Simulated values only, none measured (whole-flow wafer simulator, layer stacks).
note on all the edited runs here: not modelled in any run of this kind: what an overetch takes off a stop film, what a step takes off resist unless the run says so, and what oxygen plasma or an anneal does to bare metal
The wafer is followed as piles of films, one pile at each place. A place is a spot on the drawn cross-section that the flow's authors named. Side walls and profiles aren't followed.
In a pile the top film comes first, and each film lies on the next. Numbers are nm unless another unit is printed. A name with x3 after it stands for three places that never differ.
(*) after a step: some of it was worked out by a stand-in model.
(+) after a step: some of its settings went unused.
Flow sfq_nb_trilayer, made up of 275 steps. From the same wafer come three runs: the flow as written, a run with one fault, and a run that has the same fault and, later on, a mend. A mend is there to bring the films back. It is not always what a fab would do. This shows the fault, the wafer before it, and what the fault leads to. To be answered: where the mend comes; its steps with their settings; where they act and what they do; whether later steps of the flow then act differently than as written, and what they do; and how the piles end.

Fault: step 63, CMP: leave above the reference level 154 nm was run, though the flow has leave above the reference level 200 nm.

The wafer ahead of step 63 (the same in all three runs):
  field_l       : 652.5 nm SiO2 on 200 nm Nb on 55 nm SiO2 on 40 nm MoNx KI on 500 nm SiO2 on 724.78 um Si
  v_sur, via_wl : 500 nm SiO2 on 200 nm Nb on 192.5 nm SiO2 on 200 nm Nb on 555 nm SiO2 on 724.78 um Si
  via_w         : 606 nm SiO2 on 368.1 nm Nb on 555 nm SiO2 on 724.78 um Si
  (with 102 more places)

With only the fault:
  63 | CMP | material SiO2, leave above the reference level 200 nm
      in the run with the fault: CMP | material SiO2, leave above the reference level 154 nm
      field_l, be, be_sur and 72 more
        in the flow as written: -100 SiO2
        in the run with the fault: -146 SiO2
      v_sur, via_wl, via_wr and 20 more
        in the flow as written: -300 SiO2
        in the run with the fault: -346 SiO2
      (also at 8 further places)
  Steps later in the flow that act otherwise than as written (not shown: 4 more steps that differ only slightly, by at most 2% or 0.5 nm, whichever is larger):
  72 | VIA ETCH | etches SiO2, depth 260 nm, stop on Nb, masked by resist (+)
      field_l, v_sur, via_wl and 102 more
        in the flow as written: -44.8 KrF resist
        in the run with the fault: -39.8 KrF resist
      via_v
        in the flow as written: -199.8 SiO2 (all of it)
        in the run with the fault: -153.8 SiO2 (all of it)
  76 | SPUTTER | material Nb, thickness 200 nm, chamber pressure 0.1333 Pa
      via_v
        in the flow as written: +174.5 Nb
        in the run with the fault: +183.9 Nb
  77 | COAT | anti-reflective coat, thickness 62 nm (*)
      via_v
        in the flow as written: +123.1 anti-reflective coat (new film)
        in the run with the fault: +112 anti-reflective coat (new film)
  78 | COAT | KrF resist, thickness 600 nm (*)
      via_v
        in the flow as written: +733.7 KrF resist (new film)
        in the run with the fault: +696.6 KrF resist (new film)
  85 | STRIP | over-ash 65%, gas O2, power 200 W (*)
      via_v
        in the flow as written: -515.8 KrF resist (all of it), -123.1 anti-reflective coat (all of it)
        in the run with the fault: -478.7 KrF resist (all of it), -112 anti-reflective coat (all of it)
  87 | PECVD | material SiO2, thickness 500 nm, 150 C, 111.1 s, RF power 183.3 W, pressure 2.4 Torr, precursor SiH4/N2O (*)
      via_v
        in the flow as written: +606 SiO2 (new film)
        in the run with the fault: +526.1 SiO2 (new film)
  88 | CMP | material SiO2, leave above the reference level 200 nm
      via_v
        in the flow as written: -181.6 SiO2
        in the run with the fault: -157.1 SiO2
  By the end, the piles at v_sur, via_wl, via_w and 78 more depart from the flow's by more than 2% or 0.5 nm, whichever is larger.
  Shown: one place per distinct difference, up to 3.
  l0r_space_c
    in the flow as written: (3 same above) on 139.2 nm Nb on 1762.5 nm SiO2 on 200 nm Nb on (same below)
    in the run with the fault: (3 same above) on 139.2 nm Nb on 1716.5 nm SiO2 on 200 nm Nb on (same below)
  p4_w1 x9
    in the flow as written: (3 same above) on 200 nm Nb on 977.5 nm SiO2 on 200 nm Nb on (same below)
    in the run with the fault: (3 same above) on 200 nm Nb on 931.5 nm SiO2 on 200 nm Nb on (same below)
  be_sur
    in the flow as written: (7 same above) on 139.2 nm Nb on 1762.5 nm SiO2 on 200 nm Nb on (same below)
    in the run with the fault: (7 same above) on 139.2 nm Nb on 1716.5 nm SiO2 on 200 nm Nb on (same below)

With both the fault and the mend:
  After step 64 comes the mend.
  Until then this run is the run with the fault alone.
  64a | PECVD | material SiO2, thickness 46 nm, 150 C, 10.22 s, RF power 183.3 W, pressure 2.4 Torr, precursor SiH4/N2O (the flow's step 62, run once more with other settings)
      field_l, v_sur, via_wl and 103 more
        +46 SiO2
  Later steps of the flow that are run all act as written at every place that is followed.
  By the end, the piles equal the flow's at every place that both follow.
